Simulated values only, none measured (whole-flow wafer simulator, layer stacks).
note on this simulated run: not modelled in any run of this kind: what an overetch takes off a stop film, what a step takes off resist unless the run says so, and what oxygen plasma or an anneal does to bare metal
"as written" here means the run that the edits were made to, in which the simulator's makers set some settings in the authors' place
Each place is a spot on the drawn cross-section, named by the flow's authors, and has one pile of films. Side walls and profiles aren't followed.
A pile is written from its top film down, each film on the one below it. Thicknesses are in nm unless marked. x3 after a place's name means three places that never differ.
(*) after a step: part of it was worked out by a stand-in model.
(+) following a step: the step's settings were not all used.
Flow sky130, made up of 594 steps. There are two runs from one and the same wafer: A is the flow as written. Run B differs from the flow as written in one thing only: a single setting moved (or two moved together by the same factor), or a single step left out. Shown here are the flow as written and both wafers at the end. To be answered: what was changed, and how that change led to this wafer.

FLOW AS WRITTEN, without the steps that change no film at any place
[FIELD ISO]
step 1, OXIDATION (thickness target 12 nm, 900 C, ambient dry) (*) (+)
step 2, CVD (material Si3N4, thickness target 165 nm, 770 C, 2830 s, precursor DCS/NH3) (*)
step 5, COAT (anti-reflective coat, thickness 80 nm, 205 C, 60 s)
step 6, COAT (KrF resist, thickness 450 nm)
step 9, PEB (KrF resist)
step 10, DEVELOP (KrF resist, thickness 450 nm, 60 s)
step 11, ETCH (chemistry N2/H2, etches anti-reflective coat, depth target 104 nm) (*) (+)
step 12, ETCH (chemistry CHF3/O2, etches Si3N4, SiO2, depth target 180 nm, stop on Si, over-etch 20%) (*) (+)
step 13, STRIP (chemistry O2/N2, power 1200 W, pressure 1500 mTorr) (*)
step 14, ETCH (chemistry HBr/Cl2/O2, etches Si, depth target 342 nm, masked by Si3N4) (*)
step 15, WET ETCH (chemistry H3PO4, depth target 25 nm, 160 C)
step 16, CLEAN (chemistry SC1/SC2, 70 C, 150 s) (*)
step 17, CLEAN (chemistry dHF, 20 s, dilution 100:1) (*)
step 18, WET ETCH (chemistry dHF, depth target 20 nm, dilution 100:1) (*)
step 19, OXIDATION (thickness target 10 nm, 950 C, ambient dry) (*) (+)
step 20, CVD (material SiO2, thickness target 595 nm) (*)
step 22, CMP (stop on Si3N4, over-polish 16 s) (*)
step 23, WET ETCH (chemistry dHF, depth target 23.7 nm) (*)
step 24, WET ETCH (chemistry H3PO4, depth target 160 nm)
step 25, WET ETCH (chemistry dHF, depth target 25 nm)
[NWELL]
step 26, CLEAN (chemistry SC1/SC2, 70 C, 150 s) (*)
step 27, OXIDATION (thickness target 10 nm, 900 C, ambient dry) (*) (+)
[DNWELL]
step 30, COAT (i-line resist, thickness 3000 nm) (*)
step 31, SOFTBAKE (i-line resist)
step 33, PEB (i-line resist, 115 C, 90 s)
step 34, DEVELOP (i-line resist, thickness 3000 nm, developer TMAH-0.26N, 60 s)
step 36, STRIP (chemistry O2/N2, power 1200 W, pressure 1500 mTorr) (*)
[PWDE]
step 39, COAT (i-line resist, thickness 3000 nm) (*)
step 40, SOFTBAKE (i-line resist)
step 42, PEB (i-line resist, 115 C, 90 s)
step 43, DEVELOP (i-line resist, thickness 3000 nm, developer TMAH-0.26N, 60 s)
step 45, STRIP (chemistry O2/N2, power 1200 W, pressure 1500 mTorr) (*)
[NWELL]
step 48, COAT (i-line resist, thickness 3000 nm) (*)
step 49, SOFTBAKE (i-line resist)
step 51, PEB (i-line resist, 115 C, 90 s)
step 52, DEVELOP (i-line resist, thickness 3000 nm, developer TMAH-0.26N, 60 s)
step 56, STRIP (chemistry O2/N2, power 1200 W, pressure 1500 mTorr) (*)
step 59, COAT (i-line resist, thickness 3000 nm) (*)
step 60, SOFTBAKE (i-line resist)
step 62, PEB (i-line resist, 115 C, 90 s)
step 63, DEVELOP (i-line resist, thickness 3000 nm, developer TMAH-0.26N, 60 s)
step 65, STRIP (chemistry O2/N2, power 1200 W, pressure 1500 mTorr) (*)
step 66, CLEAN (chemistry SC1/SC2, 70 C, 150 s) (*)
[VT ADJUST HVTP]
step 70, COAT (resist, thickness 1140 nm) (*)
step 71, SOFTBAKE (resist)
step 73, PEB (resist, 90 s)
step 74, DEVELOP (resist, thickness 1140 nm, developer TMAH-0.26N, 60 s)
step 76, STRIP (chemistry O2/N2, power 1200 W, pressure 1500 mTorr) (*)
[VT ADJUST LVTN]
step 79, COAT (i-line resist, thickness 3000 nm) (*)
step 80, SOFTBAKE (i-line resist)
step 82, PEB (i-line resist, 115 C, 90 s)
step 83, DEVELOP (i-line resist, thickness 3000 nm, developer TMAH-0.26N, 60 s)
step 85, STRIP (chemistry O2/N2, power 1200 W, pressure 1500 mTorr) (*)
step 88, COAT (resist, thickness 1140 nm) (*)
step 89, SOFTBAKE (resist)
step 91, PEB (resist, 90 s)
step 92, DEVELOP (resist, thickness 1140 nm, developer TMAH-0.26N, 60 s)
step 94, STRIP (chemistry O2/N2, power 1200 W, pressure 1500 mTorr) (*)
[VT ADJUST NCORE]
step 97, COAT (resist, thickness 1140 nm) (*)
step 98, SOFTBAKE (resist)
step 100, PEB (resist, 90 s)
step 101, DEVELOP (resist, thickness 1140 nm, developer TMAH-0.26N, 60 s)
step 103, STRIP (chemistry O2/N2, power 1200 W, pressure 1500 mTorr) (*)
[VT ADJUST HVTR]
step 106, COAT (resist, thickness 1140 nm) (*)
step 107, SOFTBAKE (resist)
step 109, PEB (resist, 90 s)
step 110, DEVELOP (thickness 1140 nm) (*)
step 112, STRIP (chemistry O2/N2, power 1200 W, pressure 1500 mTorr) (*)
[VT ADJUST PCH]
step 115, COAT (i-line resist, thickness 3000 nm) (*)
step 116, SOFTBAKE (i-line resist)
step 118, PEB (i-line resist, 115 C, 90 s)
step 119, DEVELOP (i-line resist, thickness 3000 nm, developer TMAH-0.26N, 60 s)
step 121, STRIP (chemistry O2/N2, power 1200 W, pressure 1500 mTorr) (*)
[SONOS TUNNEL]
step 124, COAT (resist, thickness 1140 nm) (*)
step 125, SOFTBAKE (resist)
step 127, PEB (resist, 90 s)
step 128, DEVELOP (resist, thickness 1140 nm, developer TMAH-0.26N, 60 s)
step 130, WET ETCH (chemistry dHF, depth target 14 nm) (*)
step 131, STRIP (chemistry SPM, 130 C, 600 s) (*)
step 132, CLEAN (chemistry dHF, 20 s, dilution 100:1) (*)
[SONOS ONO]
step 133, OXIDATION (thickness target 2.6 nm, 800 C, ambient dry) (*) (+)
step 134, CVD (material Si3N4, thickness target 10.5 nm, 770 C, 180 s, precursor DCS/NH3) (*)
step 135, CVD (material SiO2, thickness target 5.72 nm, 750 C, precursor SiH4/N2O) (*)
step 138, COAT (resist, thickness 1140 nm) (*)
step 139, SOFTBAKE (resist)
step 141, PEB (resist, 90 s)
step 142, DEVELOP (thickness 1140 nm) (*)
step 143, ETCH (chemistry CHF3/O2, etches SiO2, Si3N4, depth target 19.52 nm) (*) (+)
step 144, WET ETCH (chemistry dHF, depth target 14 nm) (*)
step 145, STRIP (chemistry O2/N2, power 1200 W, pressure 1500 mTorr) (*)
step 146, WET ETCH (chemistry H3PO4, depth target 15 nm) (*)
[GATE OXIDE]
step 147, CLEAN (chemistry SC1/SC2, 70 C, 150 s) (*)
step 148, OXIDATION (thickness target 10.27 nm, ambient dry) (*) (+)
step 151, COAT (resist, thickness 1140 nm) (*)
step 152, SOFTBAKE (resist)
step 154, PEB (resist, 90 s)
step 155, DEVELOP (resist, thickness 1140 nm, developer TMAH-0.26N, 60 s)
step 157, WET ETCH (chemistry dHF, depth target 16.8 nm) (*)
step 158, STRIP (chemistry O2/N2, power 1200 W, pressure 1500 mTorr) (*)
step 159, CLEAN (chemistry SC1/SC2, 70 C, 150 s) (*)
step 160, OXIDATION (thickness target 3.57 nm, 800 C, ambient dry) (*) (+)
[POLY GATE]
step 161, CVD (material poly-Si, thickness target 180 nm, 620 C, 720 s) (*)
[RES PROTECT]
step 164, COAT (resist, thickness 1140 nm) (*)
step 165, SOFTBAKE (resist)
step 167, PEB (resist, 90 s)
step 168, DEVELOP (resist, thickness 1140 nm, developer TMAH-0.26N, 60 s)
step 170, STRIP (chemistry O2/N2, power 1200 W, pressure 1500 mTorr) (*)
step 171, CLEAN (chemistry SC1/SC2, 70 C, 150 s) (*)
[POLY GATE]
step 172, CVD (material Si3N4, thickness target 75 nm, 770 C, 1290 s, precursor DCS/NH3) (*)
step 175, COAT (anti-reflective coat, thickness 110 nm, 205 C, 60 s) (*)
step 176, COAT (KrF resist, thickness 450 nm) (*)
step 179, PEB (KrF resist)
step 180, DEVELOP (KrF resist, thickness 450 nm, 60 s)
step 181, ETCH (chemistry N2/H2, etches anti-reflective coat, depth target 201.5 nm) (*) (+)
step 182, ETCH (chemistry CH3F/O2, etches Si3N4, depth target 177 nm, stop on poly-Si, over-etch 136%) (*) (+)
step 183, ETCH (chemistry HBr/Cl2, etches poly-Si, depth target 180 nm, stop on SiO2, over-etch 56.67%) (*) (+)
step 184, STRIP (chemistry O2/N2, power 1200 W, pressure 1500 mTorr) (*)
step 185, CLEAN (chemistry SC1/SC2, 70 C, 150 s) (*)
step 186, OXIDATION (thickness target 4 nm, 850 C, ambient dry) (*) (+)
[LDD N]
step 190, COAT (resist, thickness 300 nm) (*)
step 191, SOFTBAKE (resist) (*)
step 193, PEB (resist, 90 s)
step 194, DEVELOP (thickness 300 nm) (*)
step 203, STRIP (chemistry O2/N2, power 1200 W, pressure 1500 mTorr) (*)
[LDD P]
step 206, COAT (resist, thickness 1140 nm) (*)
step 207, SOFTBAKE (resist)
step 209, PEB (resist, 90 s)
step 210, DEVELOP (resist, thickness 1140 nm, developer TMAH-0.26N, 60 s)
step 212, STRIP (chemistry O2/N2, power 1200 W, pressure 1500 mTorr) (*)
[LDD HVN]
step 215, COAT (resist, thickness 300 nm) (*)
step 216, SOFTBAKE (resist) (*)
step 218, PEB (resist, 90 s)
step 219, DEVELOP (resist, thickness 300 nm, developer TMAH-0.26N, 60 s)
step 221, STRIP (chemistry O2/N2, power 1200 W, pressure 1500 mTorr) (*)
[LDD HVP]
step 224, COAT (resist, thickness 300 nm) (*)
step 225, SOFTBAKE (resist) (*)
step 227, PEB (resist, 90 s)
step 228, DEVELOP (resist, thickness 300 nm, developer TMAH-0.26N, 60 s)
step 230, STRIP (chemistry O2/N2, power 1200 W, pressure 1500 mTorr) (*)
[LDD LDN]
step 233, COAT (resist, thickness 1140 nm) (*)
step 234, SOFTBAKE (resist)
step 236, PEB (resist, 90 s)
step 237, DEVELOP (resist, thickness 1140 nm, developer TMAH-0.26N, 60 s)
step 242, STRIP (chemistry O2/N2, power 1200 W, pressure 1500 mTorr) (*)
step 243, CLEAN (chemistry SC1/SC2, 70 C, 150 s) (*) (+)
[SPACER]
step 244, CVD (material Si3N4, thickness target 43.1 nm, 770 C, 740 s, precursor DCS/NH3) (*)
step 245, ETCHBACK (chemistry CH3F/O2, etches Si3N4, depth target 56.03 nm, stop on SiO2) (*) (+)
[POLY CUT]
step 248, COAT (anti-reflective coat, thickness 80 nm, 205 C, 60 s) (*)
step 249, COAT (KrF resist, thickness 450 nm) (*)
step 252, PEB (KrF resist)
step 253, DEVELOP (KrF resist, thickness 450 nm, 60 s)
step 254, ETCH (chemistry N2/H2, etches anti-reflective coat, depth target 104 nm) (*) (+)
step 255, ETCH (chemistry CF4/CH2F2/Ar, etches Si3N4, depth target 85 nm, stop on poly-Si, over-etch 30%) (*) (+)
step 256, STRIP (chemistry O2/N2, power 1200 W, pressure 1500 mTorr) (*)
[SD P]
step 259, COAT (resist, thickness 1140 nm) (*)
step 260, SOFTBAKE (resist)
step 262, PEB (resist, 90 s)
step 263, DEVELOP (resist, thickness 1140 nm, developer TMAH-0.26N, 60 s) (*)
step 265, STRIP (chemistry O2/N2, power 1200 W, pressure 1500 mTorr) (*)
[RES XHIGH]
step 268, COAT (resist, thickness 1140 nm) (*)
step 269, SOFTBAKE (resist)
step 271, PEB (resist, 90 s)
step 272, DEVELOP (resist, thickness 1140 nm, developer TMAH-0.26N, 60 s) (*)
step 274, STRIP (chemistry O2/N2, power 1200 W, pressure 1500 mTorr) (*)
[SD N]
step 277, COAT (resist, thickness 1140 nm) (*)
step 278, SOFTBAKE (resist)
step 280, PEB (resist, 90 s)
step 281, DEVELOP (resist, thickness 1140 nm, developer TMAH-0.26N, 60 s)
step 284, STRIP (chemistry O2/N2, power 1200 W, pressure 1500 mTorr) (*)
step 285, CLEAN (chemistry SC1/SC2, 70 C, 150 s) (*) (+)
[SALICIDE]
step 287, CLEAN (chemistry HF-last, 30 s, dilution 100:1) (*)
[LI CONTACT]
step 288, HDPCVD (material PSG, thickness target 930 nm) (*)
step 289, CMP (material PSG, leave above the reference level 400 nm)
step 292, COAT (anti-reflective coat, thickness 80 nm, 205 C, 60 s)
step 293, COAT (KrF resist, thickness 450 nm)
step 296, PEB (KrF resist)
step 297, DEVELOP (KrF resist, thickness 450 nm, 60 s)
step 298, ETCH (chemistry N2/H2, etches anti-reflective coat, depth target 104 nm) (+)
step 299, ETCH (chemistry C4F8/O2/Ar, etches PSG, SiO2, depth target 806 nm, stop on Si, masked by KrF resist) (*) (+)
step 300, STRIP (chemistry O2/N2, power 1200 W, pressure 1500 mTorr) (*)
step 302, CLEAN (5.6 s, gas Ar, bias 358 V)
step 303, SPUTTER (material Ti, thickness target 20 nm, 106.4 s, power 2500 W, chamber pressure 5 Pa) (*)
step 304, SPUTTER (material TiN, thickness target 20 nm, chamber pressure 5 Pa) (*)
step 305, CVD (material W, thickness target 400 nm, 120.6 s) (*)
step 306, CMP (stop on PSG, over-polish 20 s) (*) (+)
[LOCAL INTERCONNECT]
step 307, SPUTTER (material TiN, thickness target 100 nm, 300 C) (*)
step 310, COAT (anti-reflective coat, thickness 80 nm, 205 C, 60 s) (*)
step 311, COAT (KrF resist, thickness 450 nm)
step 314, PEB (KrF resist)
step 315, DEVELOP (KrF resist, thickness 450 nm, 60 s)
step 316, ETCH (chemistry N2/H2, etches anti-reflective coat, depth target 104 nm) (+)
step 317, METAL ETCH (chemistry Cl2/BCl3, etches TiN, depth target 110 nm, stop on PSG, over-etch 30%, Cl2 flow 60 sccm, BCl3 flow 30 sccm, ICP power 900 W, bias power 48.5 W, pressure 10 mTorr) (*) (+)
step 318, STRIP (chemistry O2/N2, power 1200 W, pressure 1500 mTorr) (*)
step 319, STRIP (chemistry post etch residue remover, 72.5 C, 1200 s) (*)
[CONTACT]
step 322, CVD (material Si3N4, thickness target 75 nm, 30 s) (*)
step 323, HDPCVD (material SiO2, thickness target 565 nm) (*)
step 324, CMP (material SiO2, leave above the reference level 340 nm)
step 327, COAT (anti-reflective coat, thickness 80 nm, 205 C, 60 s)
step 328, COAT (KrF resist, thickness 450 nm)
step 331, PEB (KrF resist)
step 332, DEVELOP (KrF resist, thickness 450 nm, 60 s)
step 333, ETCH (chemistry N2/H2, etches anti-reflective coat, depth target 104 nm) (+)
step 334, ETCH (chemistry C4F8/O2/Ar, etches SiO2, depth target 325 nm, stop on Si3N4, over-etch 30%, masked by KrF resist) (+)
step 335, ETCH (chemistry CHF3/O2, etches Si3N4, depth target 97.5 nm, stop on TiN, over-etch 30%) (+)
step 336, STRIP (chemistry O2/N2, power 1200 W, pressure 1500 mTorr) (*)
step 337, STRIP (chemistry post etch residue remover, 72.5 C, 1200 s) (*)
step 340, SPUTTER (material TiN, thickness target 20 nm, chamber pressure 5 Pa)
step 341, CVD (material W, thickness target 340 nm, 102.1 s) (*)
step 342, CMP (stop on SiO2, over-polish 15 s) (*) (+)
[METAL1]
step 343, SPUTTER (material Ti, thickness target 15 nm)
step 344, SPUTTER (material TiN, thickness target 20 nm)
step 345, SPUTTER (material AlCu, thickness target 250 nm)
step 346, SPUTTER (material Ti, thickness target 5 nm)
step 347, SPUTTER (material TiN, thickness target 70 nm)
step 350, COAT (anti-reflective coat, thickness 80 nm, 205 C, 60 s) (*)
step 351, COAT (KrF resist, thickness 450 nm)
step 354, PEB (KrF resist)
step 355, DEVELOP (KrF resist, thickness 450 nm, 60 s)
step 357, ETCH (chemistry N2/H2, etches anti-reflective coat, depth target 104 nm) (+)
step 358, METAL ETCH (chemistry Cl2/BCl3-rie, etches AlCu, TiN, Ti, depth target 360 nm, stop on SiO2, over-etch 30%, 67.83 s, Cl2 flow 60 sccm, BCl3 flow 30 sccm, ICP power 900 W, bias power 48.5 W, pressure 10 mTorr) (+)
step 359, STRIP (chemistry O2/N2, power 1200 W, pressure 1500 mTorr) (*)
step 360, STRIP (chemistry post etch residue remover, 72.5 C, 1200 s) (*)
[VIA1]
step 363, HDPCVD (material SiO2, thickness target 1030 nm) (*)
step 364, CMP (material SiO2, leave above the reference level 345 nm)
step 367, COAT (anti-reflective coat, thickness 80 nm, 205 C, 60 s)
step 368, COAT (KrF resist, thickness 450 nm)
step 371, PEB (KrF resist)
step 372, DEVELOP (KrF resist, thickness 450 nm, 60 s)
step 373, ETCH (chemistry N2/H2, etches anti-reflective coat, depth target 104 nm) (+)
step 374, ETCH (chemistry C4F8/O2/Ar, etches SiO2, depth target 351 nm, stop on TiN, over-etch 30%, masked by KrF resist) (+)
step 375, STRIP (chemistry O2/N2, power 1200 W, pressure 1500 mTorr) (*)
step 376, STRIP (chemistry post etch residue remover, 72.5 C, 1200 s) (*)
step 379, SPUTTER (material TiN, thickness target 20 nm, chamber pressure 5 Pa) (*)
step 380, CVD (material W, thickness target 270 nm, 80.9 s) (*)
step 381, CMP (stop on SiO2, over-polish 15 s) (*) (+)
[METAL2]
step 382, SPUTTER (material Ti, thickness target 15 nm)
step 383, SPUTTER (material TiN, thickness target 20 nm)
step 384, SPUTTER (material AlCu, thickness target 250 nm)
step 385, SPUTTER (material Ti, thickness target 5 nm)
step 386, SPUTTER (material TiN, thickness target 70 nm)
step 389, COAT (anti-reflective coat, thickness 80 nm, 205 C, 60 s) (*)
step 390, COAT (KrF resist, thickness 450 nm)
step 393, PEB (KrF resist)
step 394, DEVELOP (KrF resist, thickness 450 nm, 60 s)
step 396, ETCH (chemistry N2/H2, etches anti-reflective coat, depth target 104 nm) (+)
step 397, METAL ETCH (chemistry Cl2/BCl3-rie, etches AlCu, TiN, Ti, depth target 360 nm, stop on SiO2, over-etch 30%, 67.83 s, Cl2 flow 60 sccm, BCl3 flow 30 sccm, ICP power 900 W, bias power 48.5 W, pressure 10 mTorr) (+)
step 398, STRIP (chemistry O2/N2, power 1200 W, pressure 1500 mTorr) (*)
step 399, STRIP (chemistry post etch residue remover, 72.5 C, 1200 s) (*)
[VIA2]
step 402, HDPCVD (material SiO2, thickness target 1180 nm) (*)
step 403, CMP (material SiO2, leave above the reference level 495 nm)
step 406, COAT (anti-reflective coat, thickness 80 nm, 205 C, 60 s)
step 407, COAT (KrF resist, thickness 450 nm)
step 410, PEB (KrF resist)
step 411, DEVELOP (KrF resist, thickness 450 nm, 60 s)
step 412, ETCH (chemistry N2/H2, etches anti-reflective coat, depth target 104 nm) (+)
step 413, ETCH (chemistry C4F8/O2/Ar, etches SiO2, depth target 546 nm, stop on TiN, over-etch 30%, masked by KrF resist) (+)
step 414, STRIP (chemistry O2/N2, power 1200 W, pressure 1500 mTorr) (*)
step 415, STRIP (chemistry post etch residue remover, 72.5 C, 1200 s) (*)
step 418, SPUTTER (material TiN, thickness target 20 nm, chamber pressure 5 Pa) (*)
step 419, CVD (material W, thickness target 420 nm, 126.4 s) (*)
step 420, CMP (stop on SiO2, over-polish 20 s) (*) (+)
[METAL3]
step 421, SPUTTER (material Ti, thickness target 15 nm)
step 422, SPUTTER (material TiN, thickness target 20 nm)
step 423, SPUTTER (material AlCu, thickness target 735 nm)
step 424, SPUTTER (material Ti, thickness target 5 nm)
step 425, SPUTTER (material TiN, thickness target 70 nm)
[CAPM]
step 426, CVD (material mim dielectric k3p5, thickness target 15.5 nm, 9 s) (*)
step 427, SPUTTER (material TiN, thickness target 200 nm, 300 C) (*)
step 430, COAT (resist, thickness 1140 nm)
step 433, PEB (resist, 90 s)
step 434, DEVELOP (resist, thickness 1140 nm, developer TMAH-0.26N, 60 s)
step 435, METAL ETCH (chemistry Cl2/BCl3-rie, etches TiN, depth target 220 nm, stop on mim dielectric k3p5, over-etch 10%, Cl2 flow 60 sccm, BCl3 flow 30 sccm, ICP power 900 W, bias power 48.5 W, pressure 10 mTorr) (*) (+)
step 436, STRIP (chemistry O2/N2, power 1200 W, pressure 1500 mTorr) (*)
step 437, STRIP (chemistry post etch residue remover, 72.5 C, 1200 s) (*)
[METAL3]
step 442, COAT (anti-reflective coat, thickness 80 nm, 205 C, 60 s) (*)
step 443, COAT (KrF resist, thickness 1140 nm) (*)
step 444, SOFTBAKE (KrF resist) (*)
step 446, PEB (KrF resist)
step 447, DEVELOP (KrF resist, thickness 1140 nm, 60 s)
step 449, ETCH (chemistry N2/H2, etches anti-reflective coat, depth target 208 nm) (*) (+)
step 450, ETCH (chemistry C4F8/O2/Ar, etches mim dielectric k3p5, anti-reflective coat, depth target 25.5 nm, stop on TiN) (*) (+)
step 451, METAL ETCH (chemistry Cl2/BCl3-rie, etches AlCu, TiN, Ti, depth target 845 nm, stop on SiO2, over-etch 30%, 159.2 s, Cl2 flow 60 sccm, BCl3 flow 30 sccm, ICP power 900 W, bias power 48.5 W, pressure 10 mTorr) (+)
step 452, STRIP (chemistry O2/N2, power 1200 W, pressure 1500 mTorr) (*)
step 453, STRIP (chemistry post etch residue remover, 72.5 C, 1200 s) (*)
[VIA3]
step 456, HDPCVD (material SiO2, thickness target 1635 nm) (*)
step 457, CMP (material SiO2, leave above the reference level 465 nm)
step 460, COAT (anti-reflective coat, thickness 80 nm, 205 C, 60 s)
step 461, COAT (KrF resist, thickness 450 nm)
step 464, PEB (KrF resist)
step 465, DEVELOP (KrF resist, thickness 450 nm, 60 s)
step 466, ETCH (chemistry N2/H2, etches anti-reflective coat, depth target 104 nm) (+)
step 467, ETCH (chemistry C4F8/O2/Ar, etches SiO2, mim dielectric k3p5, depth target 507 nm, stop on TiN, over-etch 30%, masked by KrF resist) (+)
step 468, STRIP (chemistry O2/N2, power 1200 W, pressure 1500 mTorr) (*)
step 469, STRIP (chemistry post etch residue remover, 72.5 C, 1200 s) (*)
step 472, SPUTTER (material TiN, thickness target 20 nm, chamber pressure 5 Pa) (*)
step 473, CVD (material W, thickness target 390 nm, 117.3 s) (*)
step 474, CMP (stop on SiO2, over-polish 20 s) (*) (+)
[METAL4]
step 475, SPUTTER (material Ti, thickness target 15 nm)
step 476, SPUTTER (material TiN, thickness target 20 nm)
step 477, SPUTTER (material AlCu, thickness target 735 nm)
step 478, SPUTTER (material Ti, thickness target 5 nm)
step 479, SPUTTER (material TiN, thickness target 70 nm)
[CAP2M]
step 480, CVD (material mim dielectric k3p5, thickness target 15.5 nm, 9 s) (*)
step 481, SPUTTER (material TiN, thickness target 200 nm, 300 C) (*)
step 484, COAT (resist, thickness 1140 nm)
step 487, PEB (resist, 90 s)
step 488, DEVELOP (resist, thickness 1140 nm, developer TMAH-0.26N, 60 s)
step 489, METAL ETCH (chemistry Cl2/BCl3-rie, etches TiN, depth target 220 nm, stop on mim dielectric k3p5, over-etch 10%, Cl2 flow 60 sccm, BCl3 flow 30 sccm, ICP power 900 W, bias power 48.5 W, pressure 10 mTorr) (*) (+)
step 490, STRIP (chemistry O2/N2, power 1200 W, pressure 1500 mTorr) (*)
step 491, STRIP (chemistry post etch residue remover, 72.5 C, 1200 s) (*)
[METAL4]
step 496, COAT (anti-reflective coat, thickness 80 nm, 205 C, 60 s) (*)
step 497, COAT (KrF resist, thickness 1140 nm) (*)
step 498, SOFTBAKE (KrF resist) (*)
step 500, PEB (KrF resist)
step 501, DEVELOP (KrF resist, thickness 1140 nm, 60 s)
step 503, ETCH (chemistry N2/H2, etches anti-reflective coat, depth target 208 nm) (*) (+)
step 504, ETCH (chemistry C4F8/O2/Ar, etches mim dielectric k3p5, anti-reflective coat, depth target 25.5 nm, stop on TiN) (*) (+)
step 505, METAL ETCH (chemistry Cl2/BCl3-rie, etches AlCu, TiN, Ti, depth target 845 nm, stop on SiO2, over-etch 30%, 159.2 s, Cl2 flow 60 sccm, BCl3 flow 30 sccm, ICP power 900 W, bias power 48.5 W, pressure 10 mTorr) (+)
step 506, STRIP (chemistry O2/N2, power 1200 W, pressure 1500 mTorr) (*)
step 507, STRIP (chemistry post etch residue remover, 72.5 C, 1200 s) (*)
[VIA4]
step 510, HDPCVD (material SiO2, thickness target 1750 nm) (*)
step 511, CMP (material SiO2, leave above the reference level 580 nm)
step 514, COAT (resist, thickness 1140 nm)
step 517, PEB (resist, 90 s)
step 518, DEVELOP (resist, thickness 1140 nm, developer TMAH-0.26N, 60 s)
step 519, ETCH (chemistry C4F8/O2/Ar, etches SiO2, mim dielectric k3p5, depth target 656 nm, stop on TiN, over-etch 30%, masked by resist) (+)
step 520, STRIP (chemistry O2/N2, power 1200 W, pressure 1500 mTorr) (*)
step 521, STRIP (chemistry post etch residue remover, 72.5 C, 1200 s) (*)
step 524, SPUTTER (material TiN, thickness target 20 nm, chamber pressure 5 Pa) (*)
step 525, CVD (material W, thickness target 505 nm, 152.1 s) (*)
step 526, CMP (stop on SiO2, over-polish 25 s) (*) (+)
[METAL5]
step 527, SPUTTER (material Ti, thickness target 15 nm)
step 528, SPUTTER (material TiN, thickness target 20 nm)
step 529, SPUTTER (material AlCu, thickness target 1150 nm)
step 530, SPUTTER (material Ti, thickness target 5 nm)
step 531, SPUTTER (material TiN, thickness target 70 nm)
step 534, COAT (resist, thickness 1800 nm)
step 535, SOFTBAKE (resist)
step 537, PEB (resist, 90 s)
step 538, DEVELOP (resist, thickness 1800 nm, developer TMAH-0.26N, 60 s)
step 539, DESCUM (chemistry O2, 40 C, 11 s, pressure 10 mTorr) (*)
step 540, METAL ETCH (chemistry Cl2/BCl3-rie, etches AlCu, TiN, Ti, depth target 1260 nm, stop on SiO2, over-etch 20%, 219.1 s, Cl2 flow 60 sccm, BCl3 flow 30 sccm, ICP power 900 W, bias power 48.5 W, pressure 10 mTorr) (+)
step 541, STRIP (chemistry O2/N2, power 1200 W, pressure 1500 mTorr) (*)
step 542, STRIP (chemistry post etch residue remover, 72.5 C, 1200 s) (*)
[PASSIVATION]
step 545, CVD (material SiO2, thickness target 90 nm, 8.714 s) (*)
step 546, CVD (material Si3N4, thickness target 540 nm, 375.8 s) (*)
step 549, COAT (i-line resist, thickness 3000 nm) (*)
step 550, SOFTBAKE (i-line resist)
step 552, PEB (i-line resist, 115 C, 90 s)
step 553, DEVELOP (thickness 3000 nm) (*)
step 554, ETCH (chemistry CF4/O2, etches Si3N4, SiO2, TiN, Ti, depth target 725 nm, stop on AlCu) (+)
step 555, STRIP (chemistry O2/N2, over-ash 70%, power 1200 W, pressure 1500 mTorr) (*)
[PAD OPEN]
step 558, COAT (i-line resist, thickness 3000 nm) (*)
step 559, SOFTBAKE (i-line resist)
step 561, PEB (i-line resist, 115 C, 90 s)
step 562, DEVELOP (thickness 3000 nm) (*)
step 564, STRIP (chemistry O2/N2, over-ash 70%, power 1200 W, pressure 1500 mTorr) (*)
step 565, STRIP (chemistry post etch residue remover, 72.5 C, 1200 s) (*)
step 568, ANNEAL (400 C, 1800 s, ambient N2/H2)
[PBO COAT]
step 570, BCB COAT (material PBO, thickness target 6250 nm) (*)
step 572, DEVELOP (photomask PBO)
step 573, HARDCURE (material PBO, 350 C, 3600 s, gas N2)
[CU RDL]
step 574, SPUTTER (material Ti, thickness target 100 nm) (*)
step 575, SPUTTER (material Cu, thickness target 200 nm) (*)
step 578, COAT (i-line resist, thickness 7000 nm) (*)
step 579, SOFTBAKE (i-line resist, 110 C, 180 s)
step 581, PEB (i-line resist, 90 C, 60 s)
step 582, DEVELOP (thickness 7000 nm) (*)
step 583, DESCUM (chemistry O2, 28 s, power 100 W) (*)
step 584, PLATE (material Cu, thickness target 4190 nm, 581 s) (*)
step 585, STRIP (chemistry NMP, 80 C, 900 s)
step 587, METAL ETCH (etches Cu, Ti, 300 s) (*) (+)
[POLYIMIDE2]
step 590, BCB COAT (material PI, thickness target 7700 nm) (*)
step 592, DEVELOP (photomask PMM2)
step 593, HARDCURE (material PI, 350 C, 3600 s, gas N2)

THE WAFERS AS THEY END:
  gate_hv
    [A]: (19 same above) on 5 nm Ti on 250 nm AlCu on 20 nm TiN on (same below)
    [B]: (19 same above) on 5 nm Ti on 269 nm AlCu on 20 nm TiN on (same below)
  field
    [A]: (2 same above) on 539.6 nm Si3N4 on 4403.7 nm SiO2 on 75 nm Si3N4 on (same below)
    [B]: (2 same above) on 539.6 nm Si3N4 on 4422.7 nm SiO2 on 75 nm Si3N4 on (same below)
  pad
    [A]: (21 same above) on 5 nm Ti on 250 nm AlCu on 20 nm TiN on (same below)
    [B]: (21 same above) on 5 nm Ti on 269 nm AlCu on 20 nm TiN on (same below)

Cause: step 384, SPUTTER: thickness target 269 nm was run, while the flow as written has thickness target 250 nm.
The wafer itself shows it: gate_hv has AlCu 269, and step 384 as written asks for 250 nm.

The path from the change to this, step by step:
  step 384, SPUTTER (material AlCu, thickness target 250 nm)
      field, active, n_well and 188 more: A +250 AlCu (new film) | B +269 AlCu (new film)
  step 397, METAL ETCH (chemistry Cl2/BCl3-rie, etches AlCu, TiN, Ti, depth target 360 nm, stop on SiO2, over-etch 30%, 67.83 s, Cl2 flow 60 sccm, BCl3 flow 30 sccm, ICP power 900 W, bias power 48.5 W, pressure 10 mTorr) (+)
      field, active, gate and 82 more: A -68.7 TiN (all of it), -5 Ti (all of it), -250 AlCu (all of it), -20 TiN (all of it), -15 Ti (all of it), -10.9 SiO2 | B -68.7 TiN (all of it), -5 Ti (all of it), -269 AlCu (all of it), -20 TiN (all of it), -15 Ti (all of it), -9.03 SiO2
  step 403, CMP (material SiO2, leave above the reference level 495 nm)
      field, active, gate and 82 more: A -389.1 SiO2 | B -372 SiO2
